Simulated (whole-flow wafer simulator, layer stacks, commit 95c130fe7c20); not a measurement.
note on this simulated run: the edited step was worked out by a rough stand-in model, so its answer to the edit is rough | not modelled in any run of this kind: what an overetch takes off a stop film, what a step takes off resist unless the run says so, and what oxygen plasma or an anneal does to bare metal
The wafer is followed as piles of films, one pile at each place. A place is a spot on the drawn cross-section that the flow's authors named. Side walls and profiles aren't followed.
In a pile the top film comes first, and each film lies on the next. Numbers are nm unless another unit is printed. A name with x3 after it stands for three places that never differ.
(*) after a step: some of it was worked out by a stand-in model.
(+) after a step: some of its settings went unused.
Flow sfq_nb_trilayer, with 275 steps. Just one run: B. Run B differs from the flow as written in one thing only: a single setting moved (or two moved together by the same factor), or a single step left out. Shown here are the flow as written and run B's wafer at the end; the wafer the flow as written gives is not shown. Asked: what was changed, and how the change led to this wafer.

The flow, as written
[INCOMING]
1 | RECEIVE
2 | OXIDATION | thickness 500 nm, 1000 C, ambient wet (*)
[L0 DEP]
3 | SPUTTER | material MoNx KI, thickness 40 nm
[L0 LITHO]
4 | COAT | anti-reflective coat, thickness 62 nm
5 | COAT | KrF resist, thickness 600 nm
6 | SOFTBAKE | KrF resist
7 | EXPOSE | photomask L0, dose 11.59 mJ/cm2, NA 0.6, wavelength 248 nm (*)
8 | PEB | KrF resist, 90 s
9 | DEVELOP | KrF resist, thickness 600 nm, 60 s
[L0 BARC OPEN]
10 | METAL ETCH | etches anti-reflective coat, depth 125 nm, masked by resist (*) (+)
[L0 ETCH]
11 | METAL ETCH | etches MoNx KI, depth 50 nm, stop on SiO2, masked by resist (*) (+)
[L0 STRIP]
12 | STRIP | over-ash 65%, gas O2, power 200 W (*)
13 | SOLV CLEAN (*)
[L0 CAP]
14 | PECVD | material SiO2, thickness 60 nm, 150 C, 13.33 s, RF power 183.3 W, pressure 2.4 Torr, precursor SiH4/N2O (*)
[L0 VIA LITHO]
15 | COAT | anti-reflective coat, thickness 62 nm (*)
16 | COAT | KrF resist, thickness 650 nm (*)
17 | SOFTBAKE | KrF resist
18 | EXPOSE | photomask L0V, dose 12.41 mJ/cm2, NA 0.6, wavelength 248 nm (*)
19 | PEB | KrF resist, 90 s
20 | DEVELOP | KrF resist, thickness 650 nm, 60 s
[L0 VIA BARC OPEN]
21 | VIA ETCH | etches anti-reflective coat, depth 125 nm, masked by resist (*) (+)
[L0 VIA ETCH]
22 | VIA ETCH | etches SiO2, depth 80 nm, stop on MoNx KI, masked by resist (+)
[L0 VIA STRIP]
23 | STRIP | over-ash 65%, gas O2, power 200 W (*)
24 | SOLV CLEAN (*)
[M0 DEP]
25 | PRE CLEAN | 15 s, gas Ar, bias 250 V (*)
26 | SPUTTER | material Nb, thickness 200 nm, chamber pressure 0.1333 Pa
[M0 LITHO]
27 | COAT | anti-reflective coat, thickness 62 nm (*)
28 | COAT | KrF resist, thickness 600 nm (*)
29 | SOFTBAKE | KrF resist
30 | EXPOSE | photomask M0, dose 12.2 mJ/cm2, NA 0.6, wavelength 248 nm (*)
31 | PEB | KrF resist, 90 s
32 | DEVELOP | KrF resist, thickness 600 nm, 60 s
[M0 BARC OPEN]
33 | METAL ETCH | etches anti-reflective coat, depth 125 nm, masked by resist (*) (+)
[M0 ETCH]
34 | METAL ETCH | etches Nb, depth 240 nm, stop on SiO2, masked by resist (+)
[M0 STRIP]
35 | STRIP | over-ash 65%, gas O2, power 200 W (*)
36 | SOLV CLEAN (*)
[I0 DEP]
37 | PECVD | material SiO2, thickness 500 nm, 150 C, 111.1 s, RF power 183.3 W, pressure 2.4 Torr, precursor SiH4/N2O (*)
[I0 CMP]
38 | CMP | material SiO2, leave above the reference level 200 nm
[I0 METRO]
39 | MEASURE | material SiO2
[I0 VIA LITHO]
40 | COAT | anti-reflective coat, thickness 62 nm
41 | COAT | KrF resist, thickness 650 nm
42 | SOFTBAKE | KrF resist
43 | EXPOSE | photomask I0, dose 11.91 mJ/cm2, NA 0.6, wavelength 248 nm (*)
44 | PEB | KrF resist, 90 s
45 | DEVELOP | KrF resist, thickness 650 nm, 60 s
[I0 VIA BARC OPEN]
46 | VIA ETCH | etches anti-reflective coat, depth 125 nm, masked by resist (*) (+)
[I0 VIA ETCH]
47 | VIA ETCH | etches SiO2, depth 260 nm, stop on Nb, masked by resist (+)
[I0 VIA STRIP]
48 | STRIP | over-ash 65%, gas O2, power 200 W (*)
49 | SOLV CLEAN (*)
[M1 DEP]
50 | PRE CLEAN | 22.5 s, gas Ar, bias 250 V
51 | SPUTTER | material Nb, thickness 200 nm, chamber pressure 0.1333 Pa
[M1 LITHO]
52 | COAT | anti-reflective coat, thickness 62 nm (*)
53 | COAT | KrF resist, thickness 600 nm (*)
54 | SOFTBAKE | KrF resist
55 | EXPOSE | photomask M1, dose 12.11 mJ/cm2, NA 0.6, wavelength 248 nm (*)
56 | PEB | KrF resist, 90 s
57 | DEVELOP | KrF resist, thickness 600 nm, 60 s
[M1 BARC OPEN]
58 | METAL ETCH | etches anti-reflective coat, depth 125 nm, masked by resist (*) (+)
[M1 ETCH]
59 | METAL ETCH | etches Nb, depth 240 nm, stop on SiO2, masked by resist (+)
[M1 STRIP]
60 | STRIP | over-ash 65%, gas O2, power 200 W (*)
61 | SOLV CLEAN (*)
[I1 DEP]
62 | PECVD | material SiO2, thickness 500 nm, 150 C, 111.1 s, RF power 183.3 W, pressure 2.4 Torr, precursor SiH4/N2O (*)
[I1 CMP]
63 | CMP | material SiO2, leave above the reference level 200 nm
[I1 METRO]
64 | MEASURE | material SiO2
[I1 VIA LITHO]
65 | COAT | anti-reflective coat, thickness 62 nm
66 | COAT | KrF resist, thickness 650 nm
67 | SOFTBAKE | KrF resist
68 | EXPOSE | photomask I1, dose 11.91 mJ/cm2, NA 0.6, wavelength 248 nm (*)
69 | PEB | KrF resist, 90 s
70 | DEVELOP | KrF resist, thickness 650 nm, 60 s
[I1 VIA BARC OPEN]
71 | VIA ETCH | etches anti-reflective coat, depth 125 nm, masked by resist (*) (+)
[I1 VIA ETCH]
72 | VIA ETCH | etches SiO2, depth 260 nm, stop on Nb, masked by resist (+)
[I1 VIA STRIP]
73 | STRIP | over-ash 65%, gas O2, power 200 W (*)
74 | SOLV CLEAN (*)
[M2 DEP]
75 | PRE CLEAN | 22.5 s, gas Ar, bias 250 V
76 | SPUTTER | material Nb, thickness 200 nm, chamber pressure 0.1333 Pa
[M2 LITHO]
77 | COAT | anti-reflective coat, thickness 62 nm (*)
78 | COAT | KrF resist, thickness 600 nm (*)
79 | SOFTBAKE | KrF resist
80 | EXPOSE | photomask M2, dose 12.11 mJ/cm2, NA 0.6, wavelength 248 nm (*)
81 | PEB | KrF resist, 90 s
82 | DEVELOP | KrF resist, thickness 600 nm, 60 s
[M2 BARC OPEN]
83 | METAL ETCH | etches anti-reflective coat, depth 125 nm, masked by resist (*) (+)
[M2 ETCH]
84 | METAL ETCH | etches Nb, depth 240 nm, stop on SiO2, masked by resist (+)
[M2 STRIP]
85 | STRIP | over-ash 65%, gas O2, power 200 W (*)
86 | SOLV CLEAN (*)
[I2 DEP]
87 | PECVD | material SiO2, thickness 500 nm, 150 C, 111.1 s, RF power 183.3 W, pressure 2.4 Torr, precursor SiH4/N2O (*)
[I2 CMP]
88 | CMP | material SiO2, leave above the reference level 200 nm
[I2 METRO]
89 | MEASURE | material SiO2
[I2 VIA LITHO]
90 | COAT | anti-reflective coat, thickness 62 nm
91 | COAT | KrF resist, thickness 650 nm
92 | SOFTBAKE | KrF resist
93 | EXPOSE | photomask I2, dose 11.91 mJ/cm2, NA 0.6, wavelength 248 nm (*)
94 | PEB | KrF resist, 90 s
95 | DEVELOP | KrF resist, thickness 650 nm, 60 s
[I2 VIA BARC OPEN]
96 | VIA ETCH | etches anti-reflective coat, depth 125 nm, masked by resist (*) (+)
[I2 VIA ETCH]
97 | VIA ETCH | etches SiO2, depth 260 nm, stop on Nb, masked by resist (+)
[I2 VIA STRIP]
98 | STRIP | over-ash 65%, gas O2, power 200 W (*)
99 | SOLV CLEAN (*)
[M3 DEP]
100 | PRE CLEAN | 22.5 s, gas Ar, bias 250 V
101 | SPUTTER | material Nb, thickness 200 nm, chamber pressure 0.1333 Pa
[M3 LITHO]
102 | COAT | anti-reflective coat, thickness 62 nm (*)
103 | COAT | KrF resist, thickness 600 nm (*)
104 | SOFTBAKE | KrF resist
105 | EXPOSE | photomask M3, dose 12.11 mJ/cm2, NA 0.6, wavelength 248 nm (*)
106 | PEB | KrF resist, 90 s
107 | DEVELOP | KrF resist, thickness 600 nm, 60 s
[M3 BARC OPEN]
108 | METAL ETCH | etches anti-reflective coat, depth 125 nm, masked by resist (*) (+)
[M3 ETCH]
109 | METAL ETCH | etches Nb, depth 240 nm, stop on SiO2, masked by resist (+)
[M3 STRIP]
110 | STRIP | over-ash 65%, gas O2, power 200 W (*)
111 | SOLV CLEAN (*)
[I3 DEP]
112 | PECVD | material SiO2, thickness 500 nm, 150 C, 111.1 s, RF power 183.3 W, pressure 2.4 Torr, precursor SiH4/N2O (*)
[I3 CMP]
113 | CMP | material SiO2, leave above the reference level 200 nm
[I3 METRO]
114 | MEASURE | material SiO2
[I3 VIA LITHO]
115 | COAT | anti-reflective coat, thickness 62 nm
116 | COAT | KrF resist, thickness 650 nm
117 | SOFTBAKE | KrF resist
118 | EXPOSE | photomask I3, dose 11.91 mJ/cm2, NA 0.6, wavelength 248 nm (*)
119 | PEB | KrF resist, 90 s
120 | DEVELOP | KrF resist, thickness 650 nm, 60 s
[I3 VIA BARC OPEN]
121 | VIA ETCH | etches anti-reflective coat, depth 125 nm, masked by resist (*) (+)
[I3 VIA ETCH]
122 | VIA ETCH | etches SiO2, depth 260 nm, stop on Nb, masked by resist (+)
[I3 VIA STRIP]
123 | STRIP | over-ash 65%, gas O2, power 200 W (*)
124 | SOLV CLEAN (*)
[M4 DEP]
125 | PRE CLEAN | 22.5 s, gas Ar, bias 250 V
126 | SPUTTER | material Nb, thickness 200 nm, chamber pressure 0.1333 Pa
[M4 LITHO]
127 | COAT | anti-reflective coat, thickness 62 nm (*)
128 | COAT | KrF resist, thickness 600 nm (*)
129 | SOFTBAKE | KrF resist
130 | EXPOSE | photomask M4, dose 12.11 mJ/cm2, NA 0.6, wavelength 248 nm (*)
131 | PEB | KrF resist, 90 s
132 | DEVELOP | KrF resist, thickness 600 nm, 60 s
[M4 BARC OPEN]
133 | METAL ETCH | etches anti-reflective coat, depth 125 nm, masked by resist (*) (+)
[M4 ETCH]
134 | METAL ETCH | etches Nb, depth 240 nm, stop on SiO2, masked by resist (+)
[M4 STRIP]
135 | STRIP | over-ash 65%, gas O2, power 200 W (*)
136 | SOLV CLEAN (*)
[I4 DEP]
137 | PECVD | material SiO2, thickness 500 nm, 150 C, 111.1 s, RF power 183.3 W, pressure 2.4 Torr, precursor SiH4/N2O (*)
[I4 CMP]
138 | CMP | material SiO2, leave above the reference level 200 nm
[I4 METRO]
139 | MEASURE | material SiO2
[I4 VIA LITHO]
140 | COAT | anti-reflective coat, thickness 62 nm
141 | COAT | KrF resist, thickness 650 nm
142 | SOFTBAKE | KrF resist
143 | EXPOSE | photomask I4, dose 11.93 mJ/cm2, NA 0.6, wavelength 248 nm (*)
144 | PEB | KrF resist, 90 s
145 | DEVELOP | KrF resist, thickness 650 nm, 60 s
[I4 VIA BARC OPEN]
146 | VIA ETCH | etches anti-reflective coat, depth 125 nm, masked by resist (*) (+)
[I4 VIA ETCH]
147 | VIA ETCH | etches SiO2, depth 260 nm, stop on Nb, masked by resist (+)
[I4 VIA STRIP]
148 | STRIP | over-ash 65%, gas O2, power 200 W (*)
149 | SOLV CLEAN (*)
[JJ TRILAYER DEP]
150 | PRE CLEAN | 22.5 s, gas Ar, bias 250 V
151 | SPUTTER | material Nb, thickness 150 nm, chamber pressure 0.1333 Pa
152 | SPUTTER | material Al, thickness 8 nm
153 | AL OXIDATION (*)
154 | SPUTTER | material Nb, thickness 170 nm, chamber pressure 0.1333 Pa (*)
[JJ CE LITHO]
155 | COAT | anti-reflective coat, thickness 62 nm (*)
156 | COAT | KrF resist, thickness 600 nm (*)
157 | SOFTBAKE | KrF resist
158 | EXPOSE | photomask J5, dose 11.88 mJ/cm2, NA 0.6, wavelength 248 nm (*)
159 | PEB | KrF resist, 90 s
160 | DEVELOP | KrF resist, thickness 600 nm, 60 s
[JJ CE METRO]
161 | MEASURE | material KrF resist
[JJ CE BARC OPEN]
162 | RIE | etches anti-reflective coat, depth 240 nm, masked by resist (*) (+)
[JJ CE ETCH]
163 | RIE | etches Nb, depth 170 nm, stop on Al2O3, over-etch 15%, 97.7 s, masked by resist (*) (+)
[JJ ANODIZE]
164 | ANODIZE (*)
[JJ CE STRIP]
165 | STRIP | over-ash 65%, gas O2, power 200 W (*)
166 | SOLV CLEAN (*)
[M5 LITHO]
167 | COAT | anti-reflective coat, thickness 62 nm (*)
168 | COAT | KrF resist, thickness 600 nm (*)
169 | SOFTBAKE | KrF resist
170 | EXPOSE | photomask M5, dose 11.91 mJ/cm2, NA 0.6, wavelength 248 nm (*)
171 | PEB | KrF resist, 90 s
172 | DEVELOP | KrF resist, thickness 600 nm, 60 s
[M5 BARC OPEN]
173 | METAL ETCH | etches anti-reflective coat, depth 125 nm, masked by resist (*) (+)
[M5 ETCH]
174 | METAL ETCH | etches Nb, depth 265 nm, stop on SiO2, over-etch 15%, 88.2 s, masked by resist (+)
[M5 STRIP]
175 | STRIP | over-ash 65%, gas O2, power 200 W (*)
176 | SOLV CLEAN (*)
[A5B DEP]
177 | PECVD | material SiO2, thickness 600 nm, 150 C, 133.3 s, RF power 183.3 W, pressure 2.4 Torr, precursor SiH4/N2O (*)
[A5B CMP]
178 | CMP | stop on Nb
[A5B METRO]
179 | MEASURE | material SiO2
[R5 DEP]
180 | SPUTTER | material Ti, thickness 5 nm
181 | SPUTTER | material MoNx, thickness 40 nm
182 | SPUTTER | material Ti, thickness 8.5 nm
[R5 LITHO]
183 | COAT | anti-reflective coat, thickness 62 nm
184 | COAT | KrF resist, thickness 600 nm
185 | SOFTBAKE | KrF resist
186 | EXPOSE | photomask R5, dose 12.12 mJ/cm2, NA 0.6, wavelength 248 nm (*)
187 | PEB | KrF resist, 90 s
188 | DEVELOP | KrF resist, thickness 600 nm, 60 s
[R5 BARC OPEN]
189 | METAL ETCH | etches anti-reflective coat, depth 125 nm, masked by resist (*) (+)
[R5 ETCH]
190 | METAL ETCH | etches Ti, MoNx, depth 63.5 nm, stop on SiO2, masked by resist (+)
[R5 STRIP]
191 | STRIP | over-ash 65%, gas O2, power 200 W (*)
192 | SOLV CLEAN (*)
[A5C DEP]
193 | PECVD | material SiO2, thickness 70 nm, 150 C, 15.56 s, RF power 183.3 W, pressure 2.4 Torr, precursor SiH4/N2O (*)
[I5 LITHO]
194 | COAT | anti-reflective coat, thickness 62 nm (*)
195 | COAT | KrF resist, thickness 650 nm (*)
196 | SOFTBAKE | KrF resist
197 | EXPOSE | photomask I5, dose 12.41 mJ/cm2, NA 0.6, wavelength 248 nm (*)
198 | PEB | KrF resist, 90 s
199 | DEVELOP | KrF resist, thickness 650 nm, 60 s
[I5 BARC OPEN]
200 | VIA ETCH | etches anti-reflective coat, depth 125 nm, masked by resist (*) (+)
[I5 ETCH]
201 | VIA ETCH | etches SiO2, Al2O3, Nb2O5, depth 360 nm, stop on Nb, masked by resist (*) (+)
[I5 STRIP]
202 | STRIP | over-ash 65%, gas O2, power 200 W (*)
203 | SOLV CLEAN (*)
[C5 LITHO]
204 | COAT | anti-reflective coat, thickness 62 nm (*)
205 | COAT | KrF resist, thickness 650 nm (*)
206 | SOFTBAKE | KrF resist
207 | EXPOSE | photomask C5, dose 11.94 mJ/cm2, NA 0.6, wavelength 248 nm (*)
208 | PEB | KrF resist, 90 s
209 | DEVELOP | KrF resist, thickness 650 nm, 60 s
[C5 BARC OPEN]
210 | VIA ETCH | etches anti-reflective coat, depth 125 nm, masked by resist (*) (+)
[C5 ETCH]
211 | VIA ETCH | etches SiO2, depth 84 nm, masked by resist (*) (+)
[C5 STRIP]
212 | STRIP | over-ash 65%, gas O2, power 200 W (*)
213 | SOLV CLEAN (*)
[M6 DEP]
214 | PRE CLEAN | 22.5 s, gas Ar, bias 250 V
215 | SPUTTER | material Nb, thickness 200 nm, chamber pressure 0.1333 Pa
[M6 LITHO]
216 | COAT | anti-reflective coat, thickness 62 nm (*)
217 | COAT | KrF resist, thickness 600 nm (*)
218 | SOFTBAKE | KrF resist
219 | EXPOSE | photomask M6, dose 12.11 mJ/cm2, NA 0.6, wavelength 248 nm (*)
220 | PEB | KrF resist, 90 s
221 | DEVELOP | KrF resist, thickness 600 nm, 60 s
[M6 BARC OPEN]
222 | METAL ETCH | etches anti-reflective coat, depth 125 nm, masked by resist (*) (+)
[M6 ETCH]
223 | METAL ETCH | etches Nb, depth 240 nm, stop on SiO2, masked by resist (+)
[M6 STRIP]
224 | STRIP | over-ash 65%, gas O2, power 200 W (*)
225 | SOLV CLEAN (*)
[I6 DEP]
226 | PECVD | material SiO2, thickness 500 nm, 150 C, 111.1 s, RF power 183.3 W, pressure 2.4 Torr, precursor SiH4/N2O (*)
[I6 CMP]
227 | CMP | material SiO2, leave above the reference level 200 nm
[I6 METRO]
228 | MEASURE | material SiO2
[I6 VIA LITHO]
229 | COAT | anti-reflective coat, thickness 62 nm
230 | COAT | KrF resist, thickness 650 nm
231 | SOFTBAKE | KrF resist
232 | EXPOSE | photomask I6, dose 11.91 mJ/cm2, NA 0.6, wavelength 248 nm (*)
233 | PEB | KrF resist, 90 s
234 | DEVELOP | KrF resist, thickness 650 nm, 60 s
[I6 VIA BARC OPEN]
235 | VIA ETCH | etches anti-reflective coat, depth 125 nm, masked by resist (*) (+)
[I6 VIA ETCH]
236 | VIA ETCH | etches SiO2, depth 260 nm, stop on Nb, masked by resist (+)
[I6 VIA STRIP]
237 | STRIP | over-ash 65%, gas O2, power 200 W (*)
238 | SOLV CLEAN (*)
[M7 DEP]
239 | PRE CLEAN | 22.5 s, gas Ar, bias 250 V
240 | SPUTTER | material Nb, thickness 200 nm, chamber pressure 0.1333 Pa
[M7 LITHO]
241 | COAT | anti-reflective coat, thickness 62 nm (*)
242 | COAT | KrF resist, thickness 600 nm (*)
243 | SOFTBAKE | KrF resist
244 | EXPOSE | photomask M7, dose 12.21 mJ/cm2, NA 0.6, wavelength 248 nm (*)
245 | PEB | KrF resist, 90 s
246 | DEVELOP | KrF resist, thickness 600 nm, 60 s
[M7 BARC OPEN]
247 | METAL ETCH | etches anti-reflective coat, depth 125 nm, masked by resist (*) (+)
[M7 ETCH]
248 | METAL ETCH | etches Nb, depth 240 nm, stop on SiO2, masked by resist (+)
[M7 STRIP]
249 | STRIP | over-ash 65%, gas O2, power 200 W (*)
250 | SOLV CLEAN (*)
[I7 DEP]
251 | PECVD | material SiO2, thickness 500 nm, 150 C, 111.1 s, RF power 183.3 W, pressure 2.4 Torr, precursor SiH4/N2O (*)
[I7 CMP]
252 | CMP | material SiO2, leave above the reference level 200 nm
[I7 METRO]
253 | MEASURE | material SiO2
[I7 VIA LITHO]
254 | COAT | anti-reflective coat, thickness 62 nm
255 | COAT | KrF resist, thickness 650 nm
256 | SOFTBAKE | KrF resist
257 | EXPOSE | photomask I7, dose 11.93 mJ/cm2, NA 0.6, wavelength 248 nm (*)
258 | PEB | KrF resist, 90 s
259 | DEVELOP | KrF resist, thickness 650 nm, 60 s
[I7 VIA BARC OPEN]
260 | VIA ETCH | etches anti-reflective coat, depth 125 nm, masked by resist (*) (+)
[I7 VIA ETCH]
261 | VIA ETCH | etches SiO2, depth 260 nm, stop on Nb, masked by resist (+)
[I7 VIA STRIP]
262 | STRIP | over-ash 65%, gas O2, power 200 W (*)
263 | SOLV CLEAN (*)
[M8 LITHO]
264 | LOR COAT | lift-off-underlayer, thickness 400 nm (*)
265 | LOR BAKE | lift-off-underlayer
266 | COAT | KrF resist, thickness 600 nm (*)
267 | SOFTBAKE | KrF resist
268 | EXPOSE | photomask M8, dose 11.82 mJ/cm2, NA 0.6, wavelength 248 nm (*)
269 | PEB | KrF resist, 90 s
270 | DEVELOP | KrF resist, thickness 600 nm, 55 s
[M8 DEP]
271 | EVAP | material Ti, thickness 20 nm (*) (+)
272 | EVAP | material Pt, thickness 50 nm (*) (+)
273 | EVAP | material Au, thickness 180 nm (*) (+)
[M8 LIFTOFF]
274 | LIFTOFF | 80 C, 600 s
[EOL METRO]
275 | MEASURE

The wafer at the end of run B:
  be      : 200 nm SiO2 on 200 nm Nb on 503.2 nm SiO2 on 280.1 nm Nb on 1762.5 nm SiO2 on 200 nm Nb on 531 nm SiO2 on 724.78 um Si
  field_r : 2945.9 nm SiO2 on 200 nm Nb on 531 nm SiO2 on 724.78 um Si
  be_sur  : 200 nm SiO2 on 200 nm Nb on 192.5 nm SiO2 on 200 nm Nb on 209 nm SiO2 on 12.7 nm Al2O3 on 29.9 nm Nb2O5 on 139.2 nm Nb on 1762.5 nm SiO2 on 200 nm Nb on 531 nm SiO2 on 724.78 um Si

The reason: step 14, PECVD: thickness 36 nm was run, whereas the flow has thickness 60 nm; step 14, PECVD: 8 s was run, where the flow has 13.33 s.

How this came from the change, step by step:
  14 | PECVD | material SiO2, thickness 60 nm, 150 C, 13.33 s, RF power 183.3 W, pressure 2.4 Torr, precursor SiH4/N2O (*)
      v_sur, via_wl, via_w and 97 more: SiO2 gains 36 (it would be, as written: SiO2 gains 60)
      field_l, l0_sur, l0v, l0r_line_l, l0r_line_c, l0r_line_r: SiO2 gains 36 (new film) (it would be, as written: SiO2 gains 60 (new film))
  22 | VIA ETCH | etches SiO2, depth 80 nm, stop on MoNx KI, masked by resist (+)
      field_l, v_sur, via_wl and 102 more: KrF resist loses 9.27 (it would be, as written: KrF resist loses 13.8)
      l0v: SiO2 loses 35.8 (all of it) (it would be, as written: SiO2 loses 59.8 (all of it))
  26 | SPUTTER | material Nb, thickness 200 nm, chamber pressure 0.1333 Pa
      l0v: Nb gains 200 (new film) (it would be, as written: Nb gains 195.7 (new film))
  27 | COAT | anti-reflective coat, thickness 62 nm (*)
      l0_sur: anti-reflective coat gains 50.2 (new film) (it would be, as written: anti-reflective coat gains 47.5 (new film))
      l0v: anti-reflective coat gains 70.4 (new film) (it would be, as written: anti-reflective coat gains 78 (new film))
  28 | COAT | KrF resist, thickness 600 nm (*)
      l0v: KrF resist gains 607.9 (new film) (it would be, as written: KrF resist gains 622.9 (new film))
  35 | STRIP | over-ash 65%, gas O2, power 200 W (*)
      l0_sur: KrF resist loses 373.5 (all of it), anti-reflective coat loses 50.2 (all of it) (it would be, as written: KrF resist loses 372 (all of it), anti-reflective coat loses 47.5 (all of it))
      l0v: KrF resist loses 390.2 (all of it), anti-reflective coat loses 70.4 (all of it) (it would be, as written: KrF resist loses 405.3 (all of it), anti-reflective coat loses 78 (all of it))
  38 | CMP | material SiO2, leave above the reference level 200 nm
      l0v: SiO2 loses 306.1 (it would be, as written: SiO2 loses 277.8)
